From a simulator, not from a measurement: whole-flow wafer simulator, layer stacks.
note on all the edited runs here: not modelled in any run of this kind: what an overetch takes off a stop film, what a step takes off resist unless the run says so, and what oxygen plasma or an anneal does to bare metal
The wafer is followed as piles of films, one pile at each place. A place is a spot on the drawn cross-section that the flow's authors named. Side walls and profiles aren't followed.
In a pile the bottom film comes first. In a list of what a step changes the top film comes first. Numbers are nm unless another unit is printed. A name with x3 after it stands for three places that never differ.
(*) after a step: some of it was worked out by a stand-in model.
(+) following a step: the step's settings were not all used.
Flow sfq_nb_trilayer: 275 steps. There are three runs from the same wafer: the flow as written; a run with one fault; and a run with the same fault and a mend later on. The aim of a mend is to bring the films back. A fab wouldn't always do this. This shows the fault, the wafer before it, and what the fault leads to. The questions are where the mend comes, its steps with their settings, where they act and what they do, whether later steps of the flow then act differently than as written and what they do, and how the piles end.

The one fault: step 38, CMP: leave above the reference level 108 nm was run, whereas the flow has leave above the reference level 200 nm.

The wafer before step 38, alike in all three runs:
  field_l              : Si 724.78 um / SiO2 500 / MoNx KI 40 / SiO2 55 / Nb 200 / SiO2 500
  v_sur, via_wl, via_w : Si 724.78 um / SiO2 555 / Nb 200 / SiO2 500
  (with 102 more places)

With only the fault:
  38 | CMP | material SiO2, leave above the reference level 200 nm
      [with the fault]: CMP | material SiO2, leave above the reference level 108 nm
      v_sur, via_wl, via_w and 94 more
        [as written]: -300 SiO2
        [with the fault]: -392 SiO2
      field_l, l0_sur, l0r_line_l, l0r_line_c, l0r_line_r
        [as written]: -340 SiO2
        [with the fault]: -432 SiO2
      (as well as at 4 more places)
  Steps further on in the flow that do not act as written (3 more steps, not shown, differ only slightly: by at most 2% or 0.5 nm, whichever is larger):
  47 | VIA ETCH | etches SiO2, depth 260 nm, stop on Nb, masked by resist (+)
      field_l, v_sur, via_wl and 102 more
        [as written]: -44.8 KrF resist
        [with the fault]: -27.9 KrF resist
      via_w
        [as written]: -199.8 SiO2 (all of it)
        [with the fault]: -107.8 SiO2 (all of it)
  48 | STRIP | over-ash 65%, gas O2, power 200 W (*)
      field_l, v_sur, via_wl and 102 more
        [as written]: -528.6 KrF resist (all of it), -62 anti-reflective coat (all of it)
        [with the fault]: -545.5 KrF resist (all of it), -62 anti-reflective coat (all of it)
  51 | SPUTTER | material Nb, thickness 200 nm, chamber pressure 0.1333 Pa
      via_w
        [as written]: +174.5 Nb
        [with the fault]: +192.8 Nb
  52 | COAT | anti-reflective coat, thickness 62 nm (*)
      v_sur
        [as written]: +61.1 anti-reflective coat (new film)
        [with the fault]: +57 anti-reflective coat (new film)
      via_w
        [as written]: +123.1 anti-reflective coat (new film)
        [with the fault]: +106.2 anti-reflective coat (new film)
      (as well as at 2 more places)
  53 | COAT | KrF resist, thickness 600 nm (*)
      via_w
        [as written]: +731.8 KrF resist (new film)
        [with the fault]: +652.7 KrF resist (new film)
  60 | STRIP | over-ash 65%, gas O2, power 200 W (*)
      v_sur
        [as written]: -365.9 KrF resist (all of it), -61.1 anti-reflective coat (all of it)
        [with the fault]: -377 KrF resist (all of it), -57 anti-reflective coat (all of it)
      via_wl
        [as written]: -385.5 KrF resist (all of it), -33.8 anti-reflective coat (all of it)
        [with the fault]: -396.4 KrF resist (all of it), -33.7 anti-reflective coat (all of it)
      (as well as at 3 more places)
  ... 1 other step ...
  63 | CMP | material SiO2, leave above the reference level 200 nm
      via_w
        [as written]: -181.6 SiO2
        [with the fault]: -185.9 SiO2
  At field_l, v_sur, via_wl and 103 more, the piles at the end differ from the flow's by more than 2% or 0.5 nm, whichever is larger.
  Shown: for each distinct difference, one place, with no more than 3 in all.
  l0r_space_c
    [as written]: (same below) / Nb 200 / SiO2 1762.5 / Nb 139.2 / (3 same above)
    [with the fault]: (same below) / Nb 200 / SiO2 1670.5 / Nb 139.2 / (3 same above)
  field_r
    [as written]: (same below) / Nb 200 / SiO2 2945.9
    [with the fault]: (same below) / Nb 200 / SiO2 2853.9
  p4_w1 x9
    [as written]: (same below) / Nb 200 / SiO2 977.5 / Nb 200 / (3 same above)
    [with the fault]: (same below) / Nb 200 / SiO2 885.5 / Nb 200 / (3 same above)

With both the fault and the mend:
  The mend follows step 39.
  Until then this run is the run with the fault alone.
  39a | PECVD | material SiO2, thickness 92 nm, 150 C, 20.44 s, RF power 183.3 W, pressure 2.4 Torr, precursor SiH4/N2O (a further turn of the flow's step 37, with different settings)
      field_l, v_sur, via_wl and 103 more
        +92 SiO2
  Later steps of the flow that are run all act as written at every place that is followed.
  The piles end the same as the flow's at every place that both follow.
